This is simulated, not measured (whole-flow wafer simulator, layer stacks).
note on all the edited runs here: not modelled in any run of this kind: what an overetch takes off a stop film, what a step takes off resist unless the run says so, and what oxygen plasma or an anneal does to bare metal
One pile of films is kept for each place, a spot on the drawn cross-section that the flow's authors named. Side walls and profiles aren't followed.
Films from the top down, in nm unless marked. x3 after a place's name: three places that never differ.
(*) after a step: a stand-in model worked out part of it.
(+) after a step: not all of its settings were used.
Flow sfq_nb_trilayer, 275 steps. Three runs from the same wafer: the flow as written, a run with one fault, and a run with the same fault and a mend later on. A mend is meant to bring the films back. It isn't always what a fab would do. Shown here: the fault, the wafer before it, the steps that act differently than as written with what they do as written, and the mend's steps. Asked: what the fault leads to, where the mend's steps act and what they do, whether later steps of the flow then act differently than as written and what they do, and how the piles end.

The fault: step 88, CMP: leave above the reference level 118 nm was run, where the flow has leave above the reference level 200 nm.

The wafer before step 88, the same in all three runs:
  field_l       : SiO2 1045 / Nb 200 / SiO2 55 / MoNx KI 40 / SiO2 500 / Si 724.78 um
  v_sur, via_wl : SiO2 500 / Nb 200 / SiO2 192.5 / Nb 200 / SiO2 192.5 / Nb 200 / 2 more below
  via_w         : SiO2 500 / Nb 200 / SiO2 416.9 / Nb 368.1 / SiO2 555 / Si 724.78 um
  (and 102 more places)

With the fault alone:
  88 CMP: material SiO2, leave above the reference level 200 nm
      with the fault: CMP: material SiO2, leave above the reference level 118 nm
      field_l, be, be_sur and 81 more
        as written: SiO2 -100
        with the fault: SiO2 -182
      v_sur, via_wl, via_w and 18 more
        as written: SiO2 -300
        with the fault: SiO2 -382
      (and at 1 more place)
  Later steps of the flow that act differently than as written (3 more steps differ only slightly, by at most 2% or 0.5 nm, whichever is larger, and aren't shown):
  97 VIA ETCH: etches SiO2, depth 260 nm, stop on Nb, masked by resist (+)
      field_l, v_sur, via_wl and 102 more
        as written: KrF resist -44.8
        with the fault: KrF resist -30.5
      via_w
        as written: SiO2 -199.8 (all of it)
        with the fault: SiO2 -117.8 (all of it)
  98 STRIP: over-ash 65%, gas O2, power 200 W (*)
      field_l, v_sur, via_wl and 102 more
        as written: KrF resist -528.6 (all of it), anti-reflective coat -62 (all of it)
        with the fault: KrF resist -543 (all of it), anti-reflective coat -62 (all of it)
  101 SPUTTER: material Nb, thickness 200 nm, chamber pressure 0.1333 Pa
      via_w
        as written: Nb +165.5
        with the fault: Nb +183.7
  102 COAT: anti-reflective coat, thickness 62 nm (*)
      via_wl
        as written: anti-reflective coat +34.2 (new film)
        with the fault: anti-reflective coat +38.8 (new film)
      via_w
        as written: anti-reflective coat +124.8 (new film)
        with the fault: anti-reflective coat +105.8 (new film)
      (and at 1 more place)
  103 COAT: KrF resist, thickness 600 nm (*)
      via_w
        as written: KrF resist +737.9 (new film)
        with the fault: KrF resist +670.3 (new film)
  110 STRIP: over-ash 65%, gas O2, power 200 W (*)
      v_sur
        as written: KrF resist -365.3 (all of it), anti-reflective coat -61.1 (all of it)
        with the fault: KrF resist -372.8 (all of it), anti-reflective coat -60.7 (all of it)
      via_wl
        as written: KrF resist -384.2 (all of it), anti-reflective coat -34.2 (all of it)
        with the fault: KrF resist -390.1 (all of it), anti-reflective coat -38.8 (all of it)
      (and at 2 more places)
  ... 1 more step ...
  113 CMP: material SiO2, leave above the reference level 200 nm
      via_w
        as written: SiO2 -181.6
        with the fault: SiO2 -166.8
  At the end the piles differ from the flow's by more than 2% or 0.5 nm, whichever is larger, at field_l, v_sur, via_wl and 103 more.
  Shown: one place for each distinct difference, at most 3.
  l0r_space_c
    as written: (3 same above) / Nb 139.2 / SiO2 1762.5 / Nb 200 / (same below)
    with the fault: (3 same above) / Nb 139.2 / SiO2 1680.5 / Nb 200 / (same below)
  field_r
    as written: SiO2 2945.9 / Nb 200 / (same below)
    with the fault: SiO2 2863.9 / Nb 200 / (same below)
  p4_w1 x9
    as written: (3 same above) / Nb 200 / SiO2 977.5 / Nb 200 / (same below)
    with the fault: (3 same above) / Nb 200 / SiO2 895.5 / Nb 200 / (same below)

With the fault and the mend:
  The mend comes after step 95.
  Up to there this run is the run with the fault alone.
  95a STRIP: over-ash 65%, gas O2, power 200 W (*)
      field_l, v_sur, via_wl and 102 more
        KrF resist -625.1 (all of it), anti-reflective coat -62 (all of it)
      via_w
        anti-reflective coat -62 (all of it)
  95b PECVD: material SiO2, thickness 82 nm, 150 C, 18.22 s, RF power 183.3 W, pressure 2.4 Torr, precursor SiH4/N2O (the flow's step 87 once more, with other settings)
      field_l, v_sur, via_wl and 103 more
        SiO2 +82
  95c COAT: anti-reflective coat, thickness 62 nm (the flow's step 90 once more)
      field_l, v_sur, via_wl and 103 more
        anti-reflective coat +62 (new film)
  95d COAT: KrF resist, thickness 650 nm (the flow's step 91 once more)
      field_l, v_sur, via_wl and 103 more
        KrF resist +650 (new film)
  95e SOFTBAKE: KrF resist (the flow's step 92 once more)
      changes no film at any place that is followed
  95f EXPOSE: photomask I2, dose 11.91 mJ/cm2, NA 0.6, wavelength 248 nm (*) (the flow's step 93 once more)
      changes no film at any place that is followed
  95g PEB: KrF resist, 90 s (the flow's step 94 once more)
      field_l, v_sur, via_wl and 103 more
        KrF resist -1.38
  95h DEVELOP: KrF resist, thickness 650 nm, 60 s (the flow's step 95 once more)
      field_l, v_sur, via_wl and 102 more
        KrF resist -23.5
      via_w
        KrF resist -648.6 (all of it)
  No later step of the flow acts differently than as written, at any place that is followed, by more than 2% or 0.5 nm, whichever is larger.
  At the end the piles are the same as the flow's at every place that both follow.
